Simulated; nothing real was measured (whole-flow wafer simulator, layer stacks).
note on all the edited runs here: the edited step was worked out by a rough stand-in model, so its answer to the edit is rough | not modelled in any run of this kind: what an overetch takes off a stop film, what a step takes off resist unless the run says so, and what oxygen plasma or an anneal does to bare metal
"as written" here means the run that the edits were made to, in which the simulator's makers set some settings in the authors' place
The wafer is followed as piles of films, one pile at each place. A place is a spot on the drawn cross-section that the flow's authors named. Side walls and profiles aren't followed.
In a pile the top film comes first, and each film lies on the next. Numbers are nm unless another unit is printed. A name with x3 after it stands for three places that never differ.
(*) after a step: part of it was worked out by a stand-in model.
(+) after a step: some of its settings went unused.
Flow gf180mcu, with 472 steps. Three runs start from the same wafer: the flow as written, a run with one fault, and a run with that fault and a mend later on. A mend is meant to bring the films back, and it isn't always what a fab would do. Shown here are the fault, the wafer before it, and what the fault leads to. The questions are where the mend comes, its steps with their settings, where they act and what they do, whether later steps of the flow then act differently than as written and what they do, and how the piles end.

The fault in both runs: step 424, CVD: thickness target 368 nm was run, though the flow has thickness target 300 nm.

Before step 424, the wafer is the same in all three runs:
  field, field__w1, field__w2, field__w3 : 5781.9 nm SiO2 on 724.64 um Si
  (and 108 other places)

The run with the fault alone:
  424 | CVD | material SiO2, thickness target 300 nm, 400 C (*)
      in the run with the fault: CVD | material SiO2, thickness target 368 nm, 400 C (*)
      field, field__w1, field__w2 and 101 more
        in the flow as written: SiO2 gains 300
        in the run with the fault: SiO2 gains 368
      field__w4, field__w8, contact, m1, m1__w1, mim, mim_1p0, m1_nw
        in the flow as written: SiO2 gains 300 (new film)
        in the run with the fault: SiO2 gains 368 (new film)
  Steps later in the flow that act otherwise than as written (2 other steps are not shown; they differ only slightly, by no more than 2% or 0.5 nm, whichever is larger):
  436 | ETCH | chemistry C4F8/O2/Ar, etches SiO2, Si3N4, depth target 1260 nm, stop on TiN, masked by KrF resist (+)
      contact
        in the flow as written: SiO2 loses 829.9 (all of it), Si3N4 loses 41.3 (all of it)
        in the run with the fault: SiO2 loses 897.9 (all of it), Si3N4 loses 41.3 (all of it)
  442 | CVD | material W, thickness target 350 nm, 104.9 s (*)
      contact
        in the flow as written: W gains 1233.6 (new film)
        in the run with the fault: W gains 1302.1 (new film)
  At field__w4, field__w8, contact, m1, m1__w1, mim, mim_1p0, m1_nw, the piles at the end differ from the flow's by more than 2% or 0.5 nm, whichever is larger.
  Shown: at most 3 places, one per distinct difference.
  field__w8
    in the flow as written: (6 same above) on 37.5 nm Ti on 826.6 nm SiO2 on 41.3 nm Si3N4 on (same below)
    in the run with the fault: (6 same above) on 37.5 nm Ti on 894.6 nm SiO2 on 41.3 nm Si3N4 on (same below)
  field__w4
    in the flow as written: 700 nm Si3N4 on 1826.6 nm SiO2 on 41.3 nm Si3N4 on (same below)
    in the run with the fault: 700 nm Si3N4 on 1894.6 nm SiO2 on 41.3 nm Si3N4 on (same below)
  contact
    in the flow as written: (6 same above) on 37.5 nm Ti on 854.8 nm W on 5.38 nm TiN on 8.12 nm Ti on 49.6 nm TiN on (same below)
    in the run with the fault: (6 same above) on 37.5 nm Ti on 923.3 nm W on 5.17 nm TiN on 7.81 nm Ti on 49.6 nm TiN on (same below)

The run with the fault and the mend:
  After step 424 comes the mend.
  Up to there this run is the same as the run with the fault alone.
  424a | WET ETCH | chemistry dHF, depth target 68 nm, 25 C, dilution 100:1 (the flow's step 17 again, with other settings)
      field, field__w1, field__w2 and 109 more
        SiO2 loses 68
  Later steps of the flow that are run all act as written at every place that is followed.
  By the end, the piles equal the flow's at every place that both follow.
